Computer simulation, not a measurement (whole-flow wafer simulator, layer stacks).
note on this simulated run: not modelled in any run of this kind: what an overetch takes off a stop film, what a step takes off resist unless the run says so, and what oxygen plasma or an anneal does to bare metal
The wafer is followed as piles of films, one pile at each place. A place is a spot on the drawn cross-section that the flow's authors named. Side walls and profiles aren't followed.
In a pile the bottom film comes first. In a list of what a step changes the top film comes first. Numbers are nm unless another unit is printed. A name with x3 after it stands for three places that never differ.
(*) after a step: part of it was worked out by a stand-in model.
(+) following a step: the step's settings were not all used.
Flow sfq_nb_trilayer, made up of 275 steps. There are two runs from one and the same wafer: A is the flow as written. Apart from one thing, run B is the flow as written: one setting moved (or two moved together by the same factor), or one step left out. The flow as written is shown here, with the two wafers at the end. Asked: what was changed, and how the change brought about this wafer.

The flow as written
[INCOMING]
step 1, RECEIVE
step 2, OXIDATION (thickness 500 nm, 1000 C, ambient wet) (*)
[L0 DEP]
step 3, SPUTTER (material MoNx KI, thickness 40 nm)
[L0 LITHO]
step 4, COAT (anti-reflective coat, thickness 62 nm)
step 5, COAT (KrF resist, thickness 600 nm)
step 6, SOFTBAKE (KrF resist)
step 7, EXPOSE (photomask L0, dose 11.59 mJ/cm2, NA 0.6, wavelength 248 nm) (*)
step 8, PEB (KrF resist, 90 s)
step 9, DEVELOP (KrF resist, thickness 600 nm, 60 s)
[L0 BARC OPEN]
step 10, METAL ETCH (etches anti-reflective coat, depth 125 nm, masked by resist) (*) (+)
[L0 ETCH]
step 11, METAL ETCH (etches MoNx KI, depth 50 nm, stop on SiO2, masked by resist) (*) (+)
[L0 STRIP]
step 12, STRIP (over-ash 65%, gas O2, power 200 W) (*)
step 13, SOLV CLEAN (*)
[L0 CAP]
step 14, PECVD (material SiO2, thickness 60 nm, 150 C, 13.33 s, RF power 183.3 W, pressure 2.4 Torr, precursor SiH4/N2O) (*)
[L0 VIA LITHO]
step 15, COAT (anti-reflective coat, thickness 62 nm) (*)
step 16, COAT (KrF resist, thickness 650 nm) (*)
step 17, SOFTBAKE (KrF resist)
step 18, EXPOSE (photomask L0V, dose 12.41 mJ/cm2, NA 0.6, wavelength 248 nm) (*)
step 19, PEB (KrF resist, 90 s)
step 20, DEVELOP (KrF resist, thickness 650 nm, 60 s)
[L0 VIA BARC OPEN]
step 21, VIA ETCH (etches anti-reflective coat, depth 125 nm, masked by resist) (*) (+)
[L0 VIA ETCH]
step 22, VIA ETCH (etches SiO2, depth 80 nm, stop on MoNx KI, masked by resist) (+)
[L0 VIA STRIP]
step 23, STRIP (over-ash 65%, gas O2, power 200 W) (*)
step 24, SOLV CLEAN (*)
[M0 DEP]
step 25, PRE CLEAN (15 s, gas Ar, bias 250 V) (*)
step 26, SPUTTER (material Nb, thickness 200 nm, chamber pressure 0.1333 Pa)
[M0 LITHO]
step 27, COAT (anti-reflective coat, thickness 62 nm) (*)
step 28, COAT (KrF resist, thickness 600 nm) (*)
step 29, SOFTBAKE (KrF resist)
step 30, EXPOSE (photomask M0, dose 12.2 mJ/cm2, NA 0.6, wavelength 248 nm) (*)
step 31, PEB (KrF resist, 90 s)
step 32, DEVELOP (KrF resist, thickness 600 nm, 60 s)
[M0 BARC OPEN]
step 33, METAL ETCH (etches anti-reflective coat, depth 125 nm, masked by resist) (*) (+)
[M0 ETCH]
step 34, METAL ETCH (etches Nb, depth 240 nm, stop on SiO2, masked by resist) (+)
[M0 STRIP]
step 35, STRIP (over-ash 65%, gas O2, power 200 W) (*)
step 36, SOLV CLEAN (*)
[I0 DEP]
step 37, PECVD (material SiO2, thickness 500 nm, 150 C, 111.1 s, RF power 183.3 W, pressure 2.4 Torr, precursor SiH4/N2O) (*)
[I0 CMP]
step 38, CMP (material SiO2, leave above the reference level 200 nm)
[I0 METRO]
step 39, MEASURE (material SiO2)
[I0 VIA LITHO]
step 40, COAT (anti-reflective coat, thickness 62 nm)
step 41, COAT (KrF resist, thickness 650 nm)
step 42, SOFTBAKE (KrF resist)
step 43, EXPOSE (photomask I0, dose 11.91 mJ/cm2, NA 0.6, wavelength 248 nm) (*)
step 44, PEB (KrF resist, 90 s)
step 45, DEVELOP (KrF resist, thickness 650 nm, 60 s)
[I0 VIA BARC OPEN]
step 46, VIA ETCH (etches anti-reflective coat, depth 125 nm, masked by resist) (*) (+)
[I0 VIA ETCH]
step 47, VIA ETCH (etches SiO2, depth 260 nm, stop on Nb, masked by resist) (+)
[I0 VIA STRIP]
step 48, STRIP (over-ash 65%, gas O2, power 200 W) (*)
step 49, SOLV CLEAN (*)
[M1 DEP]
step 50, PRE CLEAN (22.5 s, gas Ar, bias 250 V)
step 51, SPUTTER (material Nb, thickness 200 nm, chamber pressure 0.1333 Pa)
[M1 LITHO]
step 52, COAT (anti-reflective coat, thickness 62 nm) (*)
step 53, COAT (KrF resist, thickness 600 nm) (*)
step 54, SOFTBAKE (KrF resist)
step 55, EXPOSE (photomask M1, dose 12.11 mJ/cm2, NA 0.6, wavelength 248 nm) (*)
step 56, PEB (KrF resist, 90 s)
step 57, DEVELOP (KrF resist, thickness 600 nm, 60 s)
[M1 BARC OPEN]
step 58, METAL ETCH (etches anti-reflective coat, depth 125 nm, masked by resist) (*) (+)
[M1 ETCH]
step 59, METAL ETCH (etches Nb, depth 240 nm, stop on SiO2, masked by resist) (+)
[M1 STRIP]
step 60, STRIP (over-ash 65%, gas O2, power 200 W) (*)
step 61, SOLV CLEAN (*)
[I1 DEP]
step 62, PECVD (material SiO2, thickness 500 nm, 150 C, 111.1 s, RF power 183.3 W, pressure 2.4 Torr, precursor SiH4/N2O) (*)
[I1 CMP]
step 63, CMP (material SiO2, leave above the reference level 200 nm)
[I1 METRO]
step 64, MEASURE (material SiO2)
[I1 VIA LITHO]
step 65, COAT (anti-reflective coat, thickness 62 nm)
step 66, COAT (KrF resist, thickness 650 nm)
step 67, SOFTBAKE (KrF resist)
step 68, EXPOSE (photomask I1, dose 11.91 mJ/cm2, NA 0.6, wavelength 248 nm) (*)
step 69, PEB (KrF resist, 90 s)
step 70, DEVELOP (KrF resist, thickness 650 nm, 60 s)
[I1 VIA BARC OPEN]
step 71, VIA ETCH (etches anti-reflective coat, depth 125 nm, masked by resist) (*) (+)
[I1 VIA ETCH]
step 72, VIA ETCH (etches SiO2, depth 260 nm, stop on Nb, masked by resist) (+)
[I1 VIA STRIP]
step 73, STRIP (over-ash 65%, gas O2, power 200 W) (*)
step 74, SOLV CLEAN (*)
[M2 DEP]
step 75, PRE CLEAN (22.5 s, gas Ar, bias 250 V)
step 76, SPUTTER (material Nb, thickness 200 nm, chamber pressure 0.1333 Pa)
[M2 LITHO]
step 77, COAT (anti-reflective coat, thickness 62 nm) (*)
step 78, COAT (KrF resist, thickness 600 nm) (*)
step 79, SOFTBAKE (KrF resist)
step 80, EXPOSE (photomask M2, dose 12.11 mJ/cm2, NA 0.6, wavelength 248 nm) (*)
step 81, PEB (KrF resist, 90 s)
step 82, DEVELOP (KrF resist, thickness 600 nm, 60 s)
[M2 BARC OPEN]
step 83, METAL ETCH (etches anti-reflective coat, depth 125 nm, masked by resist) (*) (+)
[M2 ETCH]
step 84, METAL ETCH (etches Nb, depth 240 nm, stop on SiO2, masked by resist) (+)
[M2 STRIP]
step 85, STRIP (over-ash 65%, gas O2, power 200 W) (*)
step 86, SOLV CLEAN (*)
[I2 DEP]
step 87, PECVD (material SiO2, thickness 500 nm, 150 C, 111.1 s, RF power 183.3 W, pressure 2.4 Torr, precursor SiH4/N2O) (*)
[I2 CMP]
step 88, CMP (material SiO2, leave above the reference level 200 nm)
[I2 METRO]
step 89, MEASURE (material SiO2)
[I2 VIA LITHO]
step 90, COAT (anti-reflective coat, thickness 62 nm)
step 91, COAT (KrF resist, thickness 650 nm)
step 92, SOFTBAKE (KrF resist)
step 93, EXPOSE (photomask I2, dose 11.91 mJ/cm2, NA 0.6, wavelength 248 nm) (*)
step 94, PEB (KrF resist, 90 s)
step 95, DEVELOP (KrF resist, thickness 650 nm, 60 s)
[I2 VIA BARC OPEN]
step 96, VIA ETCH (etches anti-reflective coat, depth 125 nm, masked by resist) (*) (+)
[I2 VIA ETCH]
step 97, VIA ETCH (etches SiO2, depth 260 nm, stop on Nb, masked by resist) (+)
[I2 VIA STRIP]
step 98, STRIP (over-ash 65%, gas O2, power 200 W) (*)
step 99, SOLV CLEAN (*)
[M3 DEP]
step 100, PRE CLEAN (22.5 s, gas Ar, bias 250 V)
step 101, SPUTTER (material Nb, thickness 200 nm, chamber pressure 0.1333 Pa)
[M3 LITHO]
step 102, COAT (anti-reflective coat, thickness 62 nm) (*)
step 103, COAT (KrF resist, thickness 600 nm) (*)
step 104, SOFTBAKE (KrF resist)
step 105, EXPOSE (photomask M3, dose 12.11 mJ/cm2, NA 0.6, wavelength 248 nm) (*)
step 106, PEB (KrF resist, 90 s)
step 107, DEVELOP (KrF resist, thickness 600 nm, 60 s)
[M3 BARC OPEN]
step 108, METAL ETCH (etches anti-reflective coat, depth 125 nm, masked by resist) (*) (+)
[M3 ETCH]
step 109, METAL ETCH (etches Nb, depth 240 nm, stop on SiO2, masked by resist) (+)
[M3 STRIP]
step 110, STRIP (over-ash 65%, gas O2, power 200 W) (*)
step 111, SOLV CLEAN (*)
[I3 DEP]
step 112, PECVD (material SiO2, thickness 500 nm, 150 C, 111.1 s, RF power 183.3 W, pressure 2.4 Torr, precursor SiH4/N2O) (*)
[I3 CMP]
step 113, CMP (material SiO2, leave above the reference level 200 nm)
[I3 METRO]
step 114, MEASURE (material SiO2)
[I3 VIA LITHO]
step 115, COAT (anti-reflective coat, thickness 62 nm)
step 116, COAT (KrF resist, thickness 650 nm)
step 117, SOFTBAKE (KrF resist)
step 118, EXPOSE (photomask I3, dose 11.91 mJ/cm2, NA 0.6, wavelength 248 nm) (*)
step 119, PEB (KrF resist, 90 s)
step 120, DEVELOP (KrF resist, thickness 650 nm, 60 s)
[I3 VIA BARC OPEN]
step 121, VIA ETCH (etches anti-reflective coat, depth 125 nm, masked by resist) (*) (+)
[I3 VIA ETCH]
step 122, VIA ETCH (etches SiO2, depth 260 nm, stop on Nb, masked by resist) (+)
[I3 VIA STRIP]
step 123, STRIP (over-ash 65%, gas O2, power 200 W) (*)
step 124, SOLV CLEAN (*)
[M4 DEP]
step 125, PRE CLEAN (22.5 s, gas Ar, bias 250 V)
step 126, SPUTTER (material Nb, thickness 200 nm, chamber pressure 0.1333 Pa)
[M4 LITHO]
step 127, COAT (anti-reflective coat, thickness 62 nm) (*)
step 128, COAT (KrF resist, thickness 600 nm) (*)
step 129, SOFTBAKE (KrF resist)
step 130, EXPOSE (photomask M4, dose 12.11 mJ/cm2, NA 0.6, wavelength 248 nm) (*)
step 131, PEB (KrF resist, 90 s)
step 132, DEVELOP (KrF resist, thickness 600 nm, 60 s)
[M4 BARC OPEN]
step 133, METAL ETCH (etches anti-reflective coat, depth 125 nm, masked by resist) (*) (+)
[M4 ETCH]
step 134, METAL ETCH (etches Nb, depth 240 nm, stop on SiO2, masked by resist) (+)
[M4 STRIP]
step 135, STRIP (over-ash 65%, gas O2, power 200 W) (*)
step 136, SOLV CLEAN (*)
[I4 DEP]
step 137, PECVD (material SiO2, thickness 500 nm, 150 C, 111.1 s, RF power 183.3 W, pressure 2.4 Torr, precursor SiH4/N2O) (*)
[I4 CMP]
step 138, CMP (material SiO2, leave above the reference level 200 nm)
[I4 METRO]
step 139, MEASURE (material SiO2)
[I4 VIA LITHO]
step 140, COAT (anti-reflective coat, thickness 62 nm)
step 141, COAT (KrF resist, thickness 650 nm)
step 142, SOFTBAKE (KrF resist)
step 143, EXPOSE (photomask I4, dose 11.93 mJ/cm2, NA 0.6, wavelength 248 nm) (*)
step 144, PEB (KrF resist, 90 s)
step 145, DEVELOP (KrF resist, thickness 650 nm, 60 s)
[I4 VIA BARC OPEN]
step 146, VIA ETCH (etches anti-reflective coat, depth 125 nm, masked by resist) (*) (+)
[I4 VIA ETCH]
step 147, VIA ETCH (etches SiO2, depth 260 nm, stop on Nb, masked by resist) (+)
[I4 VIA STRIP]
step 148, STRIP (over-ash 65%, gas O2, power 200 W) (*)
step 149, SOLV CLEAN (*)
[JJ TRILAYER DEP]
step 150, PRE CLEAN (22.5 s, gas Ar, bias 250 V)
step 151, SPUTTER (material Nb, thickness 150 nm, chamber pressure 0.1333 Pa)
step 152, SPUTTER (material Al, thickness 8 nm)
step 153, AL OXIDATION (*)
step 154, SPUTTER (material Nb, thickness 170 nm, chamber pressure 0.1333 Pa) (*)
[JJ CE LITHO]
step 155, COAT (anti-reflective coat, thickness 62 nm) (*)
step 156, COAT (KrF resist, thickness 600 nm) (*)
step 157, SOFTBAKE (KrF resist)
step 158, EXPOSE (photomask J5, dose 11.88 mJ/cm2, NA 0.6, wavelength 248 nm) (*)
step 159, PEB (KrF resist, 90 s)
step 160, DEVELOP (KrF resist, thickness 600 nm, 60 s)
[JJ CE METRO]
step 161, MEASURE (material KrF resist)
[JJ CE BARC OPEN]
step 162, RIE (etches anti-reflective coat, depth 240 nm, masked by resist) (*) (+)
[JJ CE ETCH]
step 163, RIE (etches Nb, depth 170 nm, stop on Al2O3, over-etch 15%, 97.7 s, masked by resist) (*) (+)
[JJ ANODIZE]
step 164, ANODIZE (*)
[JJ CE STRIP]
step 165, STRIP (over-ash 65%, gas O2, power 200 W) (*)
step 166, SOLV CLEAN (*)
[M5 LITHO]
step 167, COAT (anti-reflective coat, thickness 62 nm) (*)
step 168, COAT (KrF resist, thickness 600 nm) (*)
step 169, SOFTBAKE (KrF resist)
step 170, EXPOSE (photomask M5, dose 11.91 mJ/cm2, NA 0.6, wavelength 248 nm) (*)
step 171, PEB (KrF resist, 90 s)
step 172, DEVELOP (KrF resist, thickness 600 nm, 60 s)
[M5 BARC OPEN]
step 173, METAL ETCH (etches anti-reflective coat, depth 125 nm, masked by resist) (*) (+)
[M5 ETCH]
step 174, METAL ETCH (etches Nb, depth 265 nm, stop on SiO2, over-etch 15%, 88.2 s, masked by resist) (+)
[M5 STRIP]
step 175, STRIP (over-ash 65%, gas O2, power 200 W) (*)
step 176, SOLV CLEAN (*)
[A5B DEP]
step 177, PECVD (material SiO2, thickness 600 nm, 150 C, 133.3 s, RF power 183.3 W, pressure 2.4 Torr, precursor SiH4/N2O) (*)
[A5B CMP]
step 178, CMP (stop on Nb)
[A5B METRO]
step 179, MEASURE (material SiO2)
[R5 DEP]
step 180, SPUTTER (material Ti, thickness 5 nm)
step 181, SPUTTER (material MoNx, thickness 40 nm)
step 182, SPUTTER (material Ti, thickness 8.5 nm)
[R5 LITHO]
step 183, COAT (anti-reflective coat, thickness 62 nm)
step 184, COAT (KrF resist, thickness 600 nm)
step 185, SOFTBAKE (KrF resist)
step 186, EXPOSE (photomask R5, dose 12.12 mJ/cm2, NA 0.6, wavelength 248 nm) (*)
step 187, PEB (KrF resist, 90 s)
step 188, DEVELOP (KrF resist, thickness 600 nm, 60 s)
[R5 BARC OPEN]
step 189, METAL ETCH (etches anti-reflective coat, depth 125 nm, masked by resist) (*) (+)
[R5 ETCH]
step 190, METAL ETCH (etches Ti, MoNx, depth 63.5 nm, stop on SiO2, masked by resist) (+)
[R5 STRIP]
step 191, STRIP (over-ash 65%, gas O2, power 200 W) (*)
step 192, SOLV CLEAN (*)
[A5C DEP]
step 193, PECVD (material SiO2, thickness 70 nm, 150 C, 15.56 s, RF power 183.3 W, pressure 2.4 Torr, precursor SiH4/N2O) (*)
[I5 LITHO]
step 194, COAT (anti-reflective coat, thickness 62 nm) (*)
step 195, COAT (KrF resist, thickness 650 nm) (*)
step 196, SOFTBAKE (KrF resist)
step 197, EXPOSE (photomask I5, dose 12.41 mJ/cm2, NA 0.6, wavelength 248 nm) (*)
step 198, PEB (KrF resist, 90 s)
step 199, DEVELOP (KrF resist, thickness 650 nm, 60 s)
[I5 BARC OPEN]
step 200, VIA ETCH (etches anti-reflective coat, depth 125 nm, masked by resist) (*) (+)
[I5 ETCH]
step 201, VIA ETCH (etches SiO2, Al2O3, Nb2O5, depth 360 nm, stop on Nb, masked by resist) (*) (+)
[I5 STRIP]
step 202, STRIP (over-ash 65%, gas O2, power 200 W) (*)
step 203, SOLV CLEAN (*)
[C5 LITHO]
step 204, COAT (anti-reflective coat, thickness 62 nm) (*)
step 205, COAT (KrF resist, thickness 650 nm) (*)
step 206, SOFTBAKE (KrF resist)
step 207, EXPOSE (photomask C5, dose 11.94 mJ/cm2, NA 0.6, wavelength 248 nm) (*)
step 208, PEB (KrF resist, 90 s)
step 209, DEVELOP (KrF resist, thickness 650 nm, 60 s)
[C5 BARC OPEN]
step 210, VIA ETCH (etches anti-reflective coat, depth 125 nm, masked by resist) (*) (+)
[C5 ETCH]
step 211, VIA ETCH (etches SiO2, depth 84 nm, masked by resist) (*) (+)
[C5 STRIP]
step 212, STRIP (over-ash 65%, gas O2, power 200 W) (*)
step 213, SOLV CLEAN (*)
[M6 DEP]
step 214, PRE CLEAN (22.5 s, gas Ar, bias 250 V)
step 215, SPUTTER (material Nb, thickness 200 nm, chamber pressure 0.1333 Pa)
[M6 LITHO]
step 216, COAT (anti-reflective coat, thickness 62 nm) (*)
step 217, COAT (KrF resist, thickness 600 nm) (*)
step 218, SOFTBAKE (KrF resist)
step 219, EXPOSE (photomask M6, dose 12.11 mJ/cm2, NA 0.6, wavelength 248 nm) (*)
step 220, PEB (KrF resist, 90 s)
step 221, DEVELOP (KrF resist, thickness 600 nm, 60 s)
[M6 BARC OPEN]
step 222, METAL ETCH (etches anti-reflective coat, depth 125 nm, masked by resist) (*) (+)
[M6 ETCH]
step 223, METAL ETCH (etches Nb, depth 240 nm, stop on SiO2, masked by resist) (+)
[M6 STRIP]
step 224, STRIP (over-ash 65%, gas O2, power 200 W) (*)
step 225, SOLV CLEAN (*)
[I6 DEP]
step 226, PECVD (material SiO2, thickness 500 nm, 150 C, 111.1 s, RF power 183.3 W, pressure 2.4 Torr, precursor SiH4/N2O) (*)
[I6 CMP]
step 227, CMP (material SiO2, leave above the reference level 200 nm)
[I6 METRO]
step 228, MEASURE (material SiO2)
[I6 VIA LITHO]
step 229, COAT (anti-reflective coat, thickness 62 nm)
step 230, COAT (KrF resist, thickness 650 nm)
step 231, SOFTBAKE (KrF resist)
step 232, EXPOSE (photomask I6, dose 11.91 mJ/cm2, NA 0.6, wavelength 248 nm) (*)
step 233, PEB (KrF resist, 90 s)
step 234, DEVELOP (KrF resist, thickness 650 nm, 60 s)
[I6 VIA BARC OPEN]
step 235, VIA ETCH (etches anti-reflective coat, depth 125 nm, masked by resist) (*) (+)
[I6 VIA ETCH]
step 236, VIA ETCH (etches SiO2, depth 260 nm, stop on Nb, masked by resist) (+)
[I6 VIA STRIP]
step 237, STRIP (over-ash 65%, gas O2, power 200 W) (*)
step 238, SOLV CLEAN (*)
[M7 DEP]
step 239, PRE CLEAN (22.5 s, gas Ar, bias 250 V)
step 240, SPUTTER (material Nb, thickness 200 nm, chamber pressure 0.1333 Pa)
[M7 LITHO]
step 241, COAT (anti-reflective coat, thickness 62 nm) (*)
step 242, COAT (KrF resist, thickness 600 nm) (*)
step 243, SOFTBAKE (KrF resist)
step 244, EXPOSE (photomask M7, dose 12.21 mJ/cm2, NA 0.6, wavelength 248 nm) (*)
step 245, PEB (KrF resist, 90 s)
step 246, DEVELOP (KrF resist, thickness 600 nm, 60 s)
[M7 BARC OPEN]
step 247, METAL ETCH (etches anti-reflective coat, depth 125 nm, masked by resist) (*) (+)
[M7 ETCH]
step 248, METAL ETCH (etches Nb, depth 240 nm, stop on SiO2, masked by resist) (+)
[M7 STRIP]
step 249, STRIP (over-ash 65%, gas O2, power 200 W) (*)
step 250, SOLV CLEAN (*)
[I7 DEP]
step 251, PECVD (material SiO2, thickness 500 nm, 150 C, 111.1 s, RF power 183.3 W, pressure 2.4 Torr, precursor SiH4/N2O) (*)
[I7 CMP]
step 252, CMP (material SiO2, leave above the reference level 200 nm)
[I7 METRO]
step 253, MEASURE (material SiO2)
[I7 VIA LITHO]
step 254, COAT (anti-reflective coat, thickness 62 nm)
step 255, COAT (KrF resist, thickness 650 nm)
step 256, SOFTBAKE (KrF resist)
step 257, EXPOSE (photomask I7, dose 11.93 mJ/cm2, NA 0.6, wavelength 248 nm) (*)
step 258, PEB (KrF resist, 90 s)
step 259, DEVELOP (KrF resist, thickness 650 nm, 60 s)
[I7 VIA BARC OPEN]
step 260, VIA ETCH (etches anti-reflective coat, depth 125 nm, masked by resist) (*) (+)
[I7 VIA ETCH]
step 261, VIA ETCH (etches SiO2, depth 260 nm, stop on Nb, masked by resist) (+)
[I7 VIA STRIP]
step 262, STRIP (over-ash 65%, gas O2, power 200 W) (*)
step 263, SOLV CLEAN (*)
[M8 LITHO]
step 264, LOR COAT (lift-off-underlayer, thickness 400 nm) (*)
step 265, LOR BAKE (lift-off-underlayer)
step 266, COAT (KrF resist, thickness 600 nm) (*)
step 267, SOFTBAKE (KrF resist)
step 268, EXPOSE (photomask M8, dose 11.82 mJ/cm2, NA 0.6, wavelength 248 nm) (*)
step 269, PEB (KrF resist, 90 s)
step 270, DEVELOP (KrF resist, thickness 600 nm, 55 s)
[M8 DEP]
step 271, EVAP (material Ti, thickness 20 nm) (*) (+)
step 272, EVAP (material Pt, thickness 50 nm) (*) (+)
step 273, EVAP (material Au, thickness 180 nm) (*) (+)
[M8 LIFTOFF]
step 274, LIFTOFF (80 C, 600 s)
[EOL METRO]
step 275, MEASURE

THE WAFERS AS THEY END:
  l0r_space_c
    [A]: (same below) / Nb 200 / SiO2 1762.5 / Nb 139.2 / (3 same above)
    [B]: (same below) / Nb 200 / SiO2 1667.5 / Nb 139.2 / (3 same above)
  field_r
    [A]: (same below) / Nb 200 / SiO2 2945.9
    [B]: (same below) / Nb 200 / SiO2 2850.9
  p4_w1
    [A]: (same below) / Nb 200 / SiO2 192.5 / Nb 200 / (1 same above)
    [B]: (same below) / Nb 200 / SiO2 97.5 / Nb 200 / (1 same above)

The reason: step 113, CMP: leave above the reference level 105 nm was run, whereas the flow has leave above the reference level 200 nm.

Step by step, how the change led to this:
  step 113, CMP (material SiO2, leave above the reference level 200 nm)
      field_l, be, be_sur and 64 more: A -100 SiO2 | B -195 SiO2
      v_sur, via_wl, via_wr and 27 more: A -300 SiO2 | B -395 SiO2
      (as well as at 9 more places)
  step 122, VIA ETCH (etches SiO2, depth 260 nm, stop on Nb, masked by resist) (+)
      field_l, v_sur, via_wl and 102 more: A -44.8 KrF resist | B -27.1 KrF resist
      via_v: A -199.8 SiO2 (all of it) | B -104.8 SiO2 (all of it)
  step 123, STRIP (over-ash 65%, gas O2, power 200 W) (*)
      field_l, v_sur, via_wl and 102 more: A -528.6 KrF resist (all of it), -62 anti-reflective coat (all of it) | B -546.3 KrF resist (all of it), -62 anti-reflective coat (all of it)
  step 126, SPUTTER (material Nb, thickness 200 nm, chamber pressure 0.1333 Pa)
      via_v: A +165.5 Nb | B +186.7 Nb
  step 127, COAT (anti-reflective coat, thickness 62 nm) (*)
      via_sp: A +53 anti-reflective coat (new film) | B +51.8 anti-reflective coat (new film)
      via_v: A +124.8 anti-reflective coat (new film) | B +107.4 anti-reflective coat (new film)
      (as well as at 1 more place)
  step 128, COAT (KrF resist, thickness 600 nm) (*)
      via_v: A +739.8 KrF resist (new film) | B +656 KrF resist (new film)
  step 135, STRIP (over-ash 65%, gas O2, power 200 W) (*)
      via_sp: A -373.9 KrF resist (all of it), -53 anti-reflective coat (all of it) | B -382.6 KrF resist (all of it), -51.8 anti-reflective coat (all of it)
      via_v: A -521.8 KrF resist (all of it), -124.8 anti-reflective coat (all of it) | B -438.2 KrF resist (all of it), -107.4 anti-reflective coat (all of it)
      (as well as at 1 more place)
  step 137, PECVD (material SiO2, thickness 500 nm, 150 C, 111.1 s, RF power 183.3 W, pressure 2.4 Torr, precursor SiH4/N2O) (*)
      via_v: A +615 SiO2 (new film) | B +500 SiO2 (new film)
